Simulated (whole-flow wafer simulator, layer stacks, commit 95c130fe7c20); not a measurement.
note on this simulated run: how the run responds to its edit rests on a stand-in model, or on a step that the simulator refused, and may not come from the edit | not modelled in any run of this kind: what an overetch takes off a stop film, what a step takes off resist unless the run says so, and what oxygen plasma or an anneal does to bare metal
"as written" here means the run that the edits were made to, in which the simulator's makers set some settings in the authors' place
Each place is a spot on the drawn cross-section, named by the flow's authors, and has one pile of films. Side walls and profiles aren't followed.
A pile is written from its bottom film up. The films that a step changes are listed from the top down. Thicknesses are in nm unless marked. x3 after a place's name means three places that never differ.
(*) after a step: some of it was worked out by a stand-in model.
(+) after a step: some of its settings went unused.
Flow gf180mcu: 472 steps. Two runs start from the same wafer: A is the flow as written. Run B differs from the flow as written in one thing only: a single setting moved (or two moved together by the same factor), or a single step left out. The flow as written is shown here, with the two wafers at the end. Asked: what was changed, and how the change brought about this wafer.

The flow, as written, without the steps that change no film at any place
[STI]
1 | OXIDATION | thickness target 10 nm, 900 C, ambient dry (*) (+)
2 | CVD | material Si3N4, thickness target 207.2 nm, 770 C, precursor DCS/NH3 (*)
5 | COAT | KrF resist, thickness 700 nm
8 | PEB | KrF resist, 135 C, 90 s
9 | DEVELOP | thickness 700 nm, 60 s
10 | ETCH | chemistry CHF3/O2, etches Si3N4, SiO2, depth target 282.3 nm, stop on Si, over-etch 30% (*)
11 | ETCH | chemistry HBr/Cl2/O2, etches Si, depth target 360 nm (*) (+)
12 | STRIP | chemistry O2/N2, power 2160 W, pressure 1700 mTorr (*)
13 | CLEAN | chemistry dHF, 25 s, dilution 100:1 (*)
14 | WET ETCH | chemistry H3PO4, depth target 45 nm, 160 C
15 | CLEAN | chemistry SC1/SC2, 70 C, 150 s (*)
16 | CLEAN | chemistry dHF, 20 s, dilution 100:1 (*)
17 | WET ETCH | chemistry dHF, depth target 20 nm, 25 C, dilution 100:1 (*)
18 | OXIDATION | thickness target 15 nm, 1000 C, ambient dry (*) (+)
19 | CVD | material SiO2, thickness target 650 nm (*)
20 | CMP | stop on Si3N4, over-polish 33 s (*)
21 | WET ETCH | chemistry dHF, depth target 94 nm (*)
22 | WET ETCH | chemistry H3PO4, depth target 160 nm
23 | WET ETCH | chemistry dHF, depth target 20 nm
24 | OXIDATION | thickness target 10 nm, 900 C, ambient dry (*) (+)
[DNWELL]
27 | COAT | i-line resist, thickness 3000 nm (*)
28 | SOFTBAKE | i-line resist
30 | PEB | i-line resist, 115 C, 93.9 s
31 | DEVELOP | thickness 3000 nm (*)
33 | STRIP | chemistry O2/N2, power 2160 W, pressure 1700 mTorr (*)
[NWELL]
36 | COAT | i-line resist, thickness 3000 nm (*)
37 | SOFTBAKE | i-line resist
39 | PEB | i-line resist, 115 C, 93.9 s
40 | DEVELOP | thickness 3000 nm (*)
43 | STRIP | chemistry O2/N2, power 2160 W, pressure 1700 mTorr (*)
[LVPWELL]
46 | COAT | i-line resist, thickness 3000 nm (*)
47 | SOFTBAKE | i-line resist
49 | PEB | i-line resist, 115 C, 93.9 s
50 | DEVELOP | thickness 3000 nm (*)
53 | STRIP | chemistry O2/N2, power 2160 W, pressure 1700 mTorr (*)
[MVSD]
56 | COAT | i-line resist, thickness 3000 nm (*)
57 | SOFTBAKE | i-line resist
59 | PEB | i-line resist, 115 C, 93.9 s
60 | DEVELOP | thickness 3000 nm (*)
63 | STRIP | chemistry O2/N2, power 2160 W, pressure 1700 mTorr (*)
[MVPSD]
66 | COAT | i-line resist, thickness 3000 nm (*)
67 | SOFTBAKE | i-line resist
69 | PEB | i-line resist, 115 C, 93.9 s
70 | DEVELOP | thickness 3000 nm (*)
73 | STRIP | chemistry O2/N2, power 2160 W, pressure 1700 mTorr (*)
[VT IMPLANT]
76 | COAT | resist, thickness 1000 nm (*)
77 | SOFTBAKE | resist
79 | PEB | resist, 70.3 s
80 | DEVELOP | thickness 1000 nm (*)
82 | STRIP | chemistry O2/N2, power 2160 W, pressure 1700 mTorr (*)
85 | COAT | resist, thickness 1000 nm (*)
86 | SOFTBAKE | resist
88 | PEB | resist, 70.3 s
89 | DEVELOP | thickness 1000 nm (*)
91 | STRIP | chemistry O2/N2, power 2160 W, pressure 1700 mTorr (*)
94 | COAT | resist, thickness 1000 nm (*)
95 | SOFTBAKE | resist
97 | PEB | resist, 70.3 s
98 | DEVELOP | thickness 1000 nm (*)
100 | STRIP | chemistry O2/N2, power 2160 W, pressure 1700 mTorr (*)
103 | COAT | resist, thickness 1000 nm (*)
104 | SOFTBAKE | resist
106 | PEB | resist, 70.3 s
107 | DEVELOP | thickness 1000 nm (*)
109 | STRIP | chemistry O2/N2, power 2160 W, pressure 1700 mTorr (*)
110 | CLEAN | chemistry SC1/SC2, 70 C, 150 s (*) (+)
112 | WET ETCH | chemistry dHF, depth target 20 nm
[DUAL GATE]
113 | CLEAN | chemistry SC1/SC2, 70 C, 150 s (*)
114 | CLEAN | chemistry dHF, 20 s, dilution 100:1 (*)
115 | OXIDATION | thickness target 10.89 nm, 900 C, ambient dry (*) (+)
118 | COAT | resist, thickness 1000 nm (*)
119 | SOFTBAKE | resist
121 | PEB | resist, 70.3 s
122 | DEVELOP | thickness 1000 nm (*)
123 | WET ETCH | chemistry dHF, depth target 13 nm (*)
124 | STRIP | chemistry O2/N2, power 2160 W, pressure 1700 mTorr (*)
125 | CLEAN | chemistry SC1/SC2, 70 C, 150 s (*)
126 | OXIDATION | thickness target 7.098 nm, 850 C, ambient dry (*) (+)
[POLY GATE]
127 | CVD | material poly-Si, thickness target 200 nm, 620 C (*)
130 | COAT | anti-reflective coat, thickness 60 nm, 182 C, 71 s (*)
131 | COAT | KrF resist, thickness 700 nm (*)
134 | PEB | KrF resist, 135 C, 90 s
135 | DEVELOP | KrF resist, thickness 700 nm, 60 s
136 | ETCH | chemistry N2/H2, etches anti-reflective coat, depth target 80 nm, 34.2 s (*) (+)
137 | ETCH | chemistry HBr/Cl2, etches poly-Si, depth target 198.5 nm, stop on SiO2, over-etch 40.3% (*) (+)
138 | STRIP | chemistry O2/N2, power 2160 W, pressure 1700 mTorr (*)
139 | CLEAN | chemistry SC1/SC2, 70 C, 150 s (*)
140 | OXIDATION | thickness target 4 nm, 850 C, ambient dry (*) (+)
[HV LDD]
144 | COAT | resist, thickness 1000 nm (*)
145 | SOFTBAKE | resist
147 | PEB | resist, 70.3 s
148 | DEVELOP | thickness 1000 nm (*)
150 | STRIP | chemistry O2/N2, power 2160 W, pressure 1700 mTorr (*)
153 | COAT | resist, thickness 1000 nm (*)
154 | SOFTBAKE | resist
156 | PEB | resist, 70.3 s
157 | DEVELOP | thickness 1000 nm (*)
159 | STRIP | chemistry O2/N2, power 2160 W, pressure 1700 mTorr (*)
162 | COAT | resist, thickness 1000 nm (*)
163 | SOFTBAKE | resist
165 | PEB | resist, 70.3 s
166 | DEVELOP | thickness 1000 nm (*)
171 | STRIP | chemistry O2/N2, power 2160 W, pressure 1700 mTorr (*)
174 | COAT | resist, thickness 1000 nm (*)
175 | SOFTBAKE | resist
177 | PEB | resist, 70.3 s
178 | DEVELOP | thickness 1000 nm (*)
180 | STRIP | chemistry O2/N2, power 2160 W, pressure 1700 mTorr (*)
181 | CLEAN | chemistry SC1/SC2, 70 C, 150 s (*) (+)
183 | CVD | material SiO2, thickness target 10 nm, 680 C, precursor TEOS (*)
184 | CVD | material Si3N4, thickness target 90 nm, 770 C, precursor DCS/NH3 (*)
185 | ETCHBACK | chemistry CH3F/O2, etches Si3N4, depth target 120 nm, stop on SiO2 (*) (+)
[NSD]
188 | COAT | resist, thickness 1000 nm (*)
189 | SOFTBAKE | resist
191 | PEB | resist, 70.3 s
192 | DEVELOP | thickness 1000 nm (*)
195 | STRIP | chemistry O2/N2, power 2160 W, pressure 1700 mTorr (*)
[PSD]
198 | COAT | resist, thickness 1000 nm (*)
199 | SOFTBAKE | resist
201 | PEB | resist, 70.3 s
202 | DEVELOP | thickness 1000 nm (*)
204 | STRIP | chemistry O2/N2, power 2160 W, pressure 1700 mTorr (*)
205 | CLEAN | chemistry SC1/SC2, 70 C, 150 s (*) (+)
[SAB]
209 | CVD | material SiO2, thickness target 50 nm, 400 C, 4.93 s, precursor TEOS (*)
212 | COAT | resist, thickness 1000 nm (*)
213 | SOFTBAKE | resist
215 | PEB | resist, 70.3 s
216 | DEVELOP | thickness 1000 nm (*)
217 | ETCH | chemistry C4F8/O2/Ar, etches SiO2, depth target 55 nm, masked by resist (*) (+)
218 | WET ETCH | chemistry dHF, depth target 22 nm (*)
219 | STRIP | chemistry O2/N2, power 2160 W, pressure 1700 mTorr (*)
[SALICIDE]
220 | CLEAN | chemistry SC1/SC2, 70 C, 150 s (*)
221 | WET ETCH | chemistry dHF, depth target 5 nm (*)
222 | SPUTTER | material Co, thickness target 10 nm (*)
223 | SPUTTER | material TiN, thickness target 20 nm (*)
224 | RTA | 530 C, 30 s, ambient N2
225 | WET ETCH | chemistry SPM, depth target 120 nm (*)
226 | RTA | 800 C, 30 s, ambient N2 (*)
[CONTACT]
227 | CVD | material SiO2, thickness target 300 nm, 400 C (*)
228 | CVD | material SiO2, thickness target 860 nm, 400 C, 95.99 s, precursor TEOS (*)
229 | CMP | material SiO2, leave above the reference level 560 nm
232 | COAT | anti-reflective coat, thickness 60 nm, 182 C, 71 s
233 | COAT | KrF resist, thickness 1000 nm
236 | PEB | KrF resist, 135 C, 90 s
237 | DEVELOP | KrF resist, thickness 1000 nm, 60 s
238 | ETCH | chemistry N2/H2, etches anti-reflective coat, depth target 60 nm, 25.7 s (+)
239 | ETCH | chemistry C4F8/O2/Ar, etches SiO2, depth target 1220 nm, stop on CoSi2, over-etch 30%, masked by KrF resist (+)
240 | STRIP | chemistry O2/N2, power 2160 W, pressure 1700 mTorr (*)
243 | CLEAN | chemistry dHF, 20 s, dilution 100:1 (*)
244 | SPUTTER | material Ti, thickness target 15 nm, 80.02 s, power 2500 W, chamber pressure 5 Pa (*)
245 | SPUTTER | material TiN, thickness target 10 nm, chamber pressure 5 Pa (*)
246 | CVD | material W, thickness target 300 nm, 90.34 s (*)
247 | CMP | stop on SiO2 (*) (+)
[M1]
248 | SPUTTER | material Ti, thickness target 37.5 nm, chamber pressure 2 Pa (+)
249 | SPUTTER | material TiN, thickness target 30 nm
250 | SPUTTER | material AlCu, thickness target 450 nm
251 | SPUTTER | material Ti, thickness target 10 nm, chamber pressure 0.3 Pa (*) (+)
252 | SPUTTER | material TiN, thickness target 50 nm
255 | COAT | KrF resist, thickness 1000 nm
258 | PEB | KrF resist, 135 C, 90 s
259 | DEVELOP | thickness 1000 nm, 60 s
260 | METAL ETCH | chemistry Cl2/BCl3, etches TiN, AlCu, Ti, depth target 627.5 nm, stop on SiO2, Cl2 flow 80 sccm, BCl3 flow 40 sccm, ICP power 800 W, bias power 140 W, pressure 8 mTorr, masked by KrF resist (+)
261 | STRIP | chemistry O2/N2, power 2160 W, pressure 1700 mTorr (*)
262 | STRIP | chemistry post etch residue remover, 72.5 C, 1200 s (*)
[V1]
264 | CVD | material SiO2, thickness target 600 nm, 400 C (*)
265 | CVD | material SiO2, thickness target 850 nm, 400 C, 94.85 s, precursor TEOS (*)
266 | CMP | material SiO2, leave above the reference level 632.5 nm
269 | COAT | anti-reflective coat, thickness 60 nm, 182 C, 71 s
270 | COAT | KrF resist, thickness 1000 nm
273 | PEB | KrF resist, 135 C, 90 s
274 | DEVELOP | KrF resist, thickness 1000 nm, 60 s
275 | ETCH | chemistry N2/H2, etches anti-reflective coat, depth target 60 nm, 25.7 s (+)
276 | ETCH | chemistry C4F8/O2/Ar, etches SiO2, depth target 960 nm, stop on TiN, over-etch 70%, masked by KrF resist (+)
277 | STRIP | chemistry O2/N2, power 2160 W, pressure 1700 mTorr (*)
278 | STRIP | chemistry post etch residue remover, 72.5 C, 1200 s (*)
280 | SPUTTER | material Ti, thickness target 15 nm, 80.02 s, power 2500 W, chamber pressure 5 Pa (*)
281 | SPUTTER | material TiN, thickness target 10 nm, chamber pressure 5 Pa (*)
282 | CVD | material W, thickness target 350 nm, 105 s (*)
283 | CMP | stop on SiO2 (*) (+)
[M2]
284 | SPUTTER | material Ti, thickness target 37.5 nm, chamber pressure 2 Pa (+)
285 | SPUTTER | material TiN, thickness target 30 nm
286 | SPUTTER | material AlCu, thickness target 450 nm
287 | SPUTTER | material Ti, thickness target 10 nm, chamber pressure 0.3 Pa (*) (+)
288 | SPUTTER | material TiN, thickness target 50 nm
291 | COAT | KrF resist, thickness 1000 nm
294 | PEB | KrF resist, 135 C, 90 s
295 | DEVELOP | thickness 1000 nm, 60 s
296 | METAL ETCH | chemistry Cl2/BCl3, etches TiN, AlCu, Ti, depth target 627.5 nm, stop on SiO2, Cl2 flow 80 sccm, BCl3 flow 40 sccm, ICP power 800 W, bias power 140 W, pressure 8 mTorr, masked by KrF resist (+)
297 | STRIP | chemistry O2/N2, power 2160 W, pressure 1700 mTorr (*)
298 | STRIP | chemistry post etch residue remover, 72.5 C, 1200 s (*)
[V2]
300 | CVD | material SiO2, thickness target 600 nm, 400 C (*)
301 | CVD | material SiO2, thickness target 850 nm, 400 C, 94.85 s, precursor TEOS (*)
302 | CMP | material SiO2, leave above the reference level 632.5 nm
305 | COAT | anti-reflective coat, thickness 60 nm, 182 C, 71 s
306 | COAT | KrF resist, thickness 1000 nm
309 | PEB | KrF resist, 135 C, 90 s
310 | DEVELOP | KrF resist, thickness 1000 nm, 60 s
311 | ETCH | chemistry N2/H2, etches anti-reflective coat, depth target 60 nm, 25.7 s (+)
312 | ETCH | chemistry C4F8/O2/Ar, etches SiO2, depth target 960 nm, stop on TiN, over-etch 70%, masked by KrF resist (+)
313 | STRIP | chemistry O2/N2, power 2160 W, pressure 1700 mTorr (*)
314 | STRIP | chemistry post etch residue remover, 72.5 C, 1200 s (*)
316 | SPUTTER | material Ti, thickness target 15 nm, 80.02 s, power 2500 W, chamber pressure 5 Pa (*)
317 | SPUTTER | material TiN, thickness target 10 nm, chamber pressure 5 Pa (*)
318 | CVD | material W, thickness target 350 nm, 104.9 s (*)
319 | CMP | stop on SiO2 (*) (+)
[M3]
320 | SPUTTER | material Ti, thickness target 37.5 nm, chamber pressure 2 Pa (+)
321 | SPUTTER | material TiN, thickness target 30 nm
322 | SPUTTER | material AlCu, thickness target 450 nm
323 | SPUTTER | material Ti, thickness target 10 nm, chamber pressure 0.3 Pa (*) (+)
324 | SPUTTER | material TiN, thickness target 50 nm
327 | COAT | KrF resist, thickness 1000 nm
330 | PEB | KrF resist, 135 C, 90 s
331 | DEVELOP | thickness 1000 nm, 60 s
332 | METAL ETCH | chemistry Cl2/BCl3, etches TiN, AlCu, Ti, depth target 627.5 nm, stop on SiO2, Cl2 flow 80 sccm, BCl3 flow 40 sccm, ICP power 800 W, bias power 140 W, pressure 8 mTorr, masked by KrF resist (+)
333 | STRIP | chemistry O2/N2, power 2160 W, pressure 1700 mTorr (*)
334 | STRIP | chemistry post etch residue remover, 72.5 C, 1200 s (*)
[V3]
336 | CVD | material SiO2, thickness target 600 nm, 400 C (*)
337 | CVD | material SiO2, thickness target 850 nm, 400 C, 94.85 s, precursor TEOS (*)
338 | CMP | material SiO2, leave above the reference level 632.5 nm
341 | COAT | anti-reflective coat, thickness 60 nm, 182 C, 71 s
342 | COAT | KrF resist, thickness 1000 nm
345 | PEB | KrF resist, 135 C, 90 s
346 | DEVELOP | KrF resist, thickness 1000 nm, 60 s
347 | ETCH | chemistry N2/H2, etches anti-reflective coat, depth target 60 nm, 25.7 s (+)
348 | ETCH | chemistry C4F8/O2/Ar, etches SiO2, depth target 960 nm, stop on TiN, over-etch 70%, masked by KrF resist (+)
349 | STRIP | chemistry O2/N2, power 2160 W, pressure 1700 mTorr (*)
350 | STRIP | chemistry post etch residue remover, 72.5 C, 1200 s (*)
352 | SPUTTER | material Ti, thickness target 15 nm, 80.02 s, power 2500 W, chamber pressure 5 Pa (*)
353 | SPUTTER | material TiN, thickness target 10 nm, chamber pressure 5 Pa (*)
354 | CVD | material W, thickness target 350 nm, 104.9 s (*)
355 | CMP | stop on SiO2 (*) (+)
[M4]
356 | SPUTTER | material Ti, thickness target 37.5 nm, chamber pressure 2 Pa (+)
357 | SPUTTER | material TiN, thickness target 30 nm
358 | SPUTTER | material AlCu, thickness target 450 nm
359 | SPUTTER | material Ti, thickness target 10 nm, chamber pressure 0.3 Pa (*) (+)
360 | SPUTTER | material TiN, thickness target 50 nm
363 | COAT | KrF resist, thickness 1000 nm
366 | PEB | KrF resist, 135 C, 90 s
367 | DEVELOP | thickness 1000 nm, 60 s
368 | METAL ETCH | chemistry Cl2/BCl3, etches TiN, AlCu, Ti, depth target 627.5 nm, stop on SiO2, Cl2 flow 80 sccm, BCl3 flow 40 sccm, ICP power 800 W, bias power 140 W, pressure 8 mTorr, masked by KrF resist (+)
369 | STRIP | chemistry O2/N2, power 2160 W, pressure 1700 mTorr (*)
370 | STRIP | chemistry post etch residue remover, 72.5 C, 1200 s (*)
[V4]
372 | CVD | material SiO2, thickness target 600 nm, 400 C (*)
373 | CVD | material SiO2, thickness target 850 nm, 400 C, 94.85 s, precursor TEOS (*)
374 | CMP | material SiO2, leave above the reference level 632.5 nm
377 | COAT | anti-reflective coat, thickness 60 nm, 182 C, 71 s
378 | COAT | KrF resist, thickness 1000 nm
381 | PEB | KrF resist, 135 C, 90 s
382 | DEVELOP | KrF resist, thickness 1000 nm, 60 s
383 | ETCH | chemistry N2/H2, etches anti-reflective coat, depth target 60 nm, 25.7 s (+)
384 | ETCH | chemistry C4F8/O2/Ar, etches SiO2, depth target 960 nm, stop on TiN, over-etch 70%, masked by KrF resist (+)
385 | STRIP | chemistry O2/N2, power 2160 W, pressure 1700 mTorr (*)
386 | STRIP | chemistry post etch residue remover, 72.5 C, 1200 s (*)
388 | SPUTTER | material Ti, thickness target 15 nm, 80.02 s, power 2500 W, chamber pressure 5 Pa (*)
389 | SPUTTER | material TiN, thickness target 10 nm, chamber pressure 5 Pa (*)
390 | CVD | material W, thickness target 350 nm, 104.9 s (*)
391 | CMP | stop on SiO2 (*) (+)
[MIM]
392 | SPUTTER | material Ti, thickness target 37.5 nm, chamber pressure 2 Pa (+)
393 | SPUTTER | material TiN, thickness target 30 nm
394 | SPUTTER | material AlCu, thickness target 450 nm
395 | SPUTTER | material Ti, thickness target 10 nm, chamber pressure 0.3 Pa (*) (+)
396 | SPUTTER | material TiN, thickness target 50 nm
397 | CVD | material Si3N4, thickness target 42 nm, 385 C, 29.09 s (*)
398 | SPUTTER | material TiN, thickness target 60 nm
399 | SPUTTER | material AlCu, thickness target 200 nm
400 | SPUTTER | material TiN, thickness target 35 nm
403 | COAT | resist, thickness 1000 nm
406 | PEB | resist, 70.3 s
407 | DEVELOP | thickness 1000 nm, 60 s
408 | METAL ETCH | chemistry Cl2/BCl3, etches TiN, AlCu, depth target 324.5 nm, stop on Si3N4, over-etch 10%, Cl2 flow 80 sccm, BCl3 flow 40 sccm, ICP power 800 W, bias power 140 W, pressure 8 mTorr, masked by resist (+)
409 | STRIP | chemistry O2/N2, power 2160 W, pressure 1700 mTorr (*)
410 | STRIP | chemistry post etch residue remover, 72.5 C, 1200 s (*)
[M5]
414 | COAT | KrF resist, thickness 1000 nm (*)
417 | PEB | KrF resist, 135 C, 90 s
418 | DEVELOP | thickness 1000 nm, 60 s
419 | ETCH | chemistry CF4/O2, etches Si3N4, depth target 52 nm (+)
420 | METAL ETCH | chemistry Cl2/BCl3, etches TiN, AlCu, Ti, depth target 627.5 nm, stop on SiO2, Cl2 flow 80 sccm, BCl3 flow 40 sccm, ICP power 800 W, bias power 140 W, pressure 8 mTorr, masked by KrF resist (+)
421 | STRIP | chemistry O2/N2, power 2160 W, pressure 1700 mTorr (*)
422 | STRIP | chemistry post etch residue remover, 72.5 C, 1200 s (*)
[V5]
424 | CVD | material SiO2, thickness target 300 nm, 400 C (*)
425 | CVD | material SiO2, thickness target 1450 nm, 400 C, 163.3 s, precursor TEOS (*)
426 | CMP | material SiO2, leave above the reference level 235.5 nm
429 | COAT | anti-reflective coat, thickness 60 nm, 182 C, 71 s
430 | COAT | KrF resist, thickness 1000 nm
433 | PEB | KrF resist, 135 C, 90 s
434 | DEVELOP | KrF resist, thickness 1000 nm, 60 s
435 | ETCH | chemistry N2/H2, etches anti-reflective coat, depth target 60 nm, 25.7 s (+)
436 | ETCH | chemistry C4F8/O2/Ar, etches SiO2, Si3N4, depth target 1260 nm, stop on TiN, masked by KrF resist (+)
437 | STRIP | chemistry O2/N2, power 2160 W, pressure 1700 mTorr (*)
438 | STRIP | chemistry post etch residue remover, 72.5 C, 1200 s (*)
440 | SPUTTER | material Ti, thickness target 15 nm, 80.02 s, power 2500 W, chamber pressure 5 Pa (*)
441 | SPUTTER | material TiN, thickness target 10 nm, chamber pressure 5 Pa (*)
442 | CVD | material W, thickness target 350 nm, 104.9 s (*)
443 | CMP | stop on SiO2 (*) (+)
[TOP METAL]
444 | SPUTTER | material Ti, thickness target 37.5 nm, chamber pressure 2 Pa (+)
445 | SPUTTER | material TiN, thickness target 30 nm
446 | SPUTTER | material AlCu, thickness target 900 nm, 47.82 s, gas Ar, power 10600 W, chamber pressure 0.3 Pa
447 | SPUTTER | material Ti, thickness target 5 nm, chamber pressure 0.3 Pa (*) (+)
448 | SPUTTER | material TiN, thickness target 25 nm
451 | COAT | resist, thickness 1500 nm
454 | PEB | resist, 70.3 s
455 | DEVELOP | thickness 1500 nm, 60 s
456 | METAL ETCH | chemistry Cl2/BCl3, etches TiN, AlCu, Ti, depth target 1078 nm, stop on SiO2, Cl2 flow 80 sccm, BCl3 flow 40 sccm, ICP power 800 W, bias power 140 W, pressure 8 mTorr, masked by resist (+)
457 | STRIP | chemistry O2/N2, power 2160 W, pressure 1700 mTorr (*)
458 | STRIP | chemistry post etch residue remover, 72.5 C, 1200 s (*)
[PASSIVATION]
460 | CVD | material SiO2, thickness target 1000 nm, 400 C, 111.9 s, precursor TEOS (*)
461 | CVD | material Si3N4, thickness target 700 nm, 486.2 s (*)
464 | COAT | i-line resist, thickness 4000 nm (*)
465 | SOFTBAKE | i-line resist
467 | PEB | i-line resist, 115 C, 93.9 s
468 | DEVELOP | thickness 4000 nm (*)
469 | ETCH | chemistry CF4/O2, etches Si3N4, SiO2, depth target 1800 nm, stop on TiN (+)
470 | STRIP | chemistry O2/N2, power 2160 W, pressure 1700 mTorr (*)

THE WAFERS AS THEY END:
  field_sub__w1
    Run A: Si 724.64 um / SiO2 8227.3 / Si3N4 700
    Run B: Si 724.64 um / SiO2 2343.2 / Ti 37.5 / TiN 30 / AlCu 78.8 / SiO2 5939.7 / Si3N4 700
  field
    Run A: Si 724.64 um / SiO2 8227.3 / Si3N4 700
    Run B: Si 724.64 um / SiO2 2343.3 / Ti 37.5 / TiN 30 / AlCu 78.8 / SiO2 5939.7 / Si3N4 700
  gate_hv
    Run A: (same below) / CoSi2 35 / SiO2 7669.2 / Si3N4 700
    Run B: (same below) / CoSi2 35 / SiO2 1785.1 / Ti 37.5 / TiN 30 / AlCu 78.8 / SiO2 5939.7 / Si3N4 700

What caused this: step 286, SPUTTER: thickness target 652 nm was run, whereas the flow has thickness target 450 nm.

Step by step, how the change led to this:
  286 | SPUTTER | material AlCu, thickness target 450 nm
      field, field__w1, field__w2 and 108 more: A +450 AlCu (new film) | B +652 AlCu (new film)
  296 | METAL ETCH | chemistry Cl2/BCl3, etches TiN, AlCu, Ti, depth target 627.5 nm, stop on SiO2, Cl2 flow 80 sccm, BCl3 flow 40 sccm, ICP power 800 W, bias power 140 W, pressure 8 mTorr, masked by KrF resist (+)
      field, field__w1, field__w2 and 103 more: A -50 TiN (all of it), -10 Ti (all of it), -450 AlCu (all of it), -30 TiN (all of it), -37.5 Ti (all of it) | B -50 TiN (all of it), -10 Ti (all of it), -567.5 AlCu
  298 | STRIP | chemistry post etch residue remover, 72.5 C, 1200 s (*)
      field, field__w1, field__w2 and 103 more: A nothing | B -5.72 AlCu
  300 | CVD | material SiO2, thickness target 600 nm, 400 C (*)
      field, field__w1, field__w2 and 103 more: A +600 SiO2 | B +600 SiO2 (new film)
  302 | CMP | material SiO2, leave above the reference level 632.5 nm
      field, field__w1, field__w2 and 103 more: A -300 SiO2 | B -244.3 SiO2
Taking metal films that touch as one body, field_sub__w1 has 1 body; the flow as written gives 0 bodies.
Taking metal films that touch as one body, field has 1 body; the flow as written gives 0 bodies.
Taking metal films that touch as one body, gate_hv has 2 bodies (between them, from the top down: SiO2 1785.1); the flow as written gives 1 body.
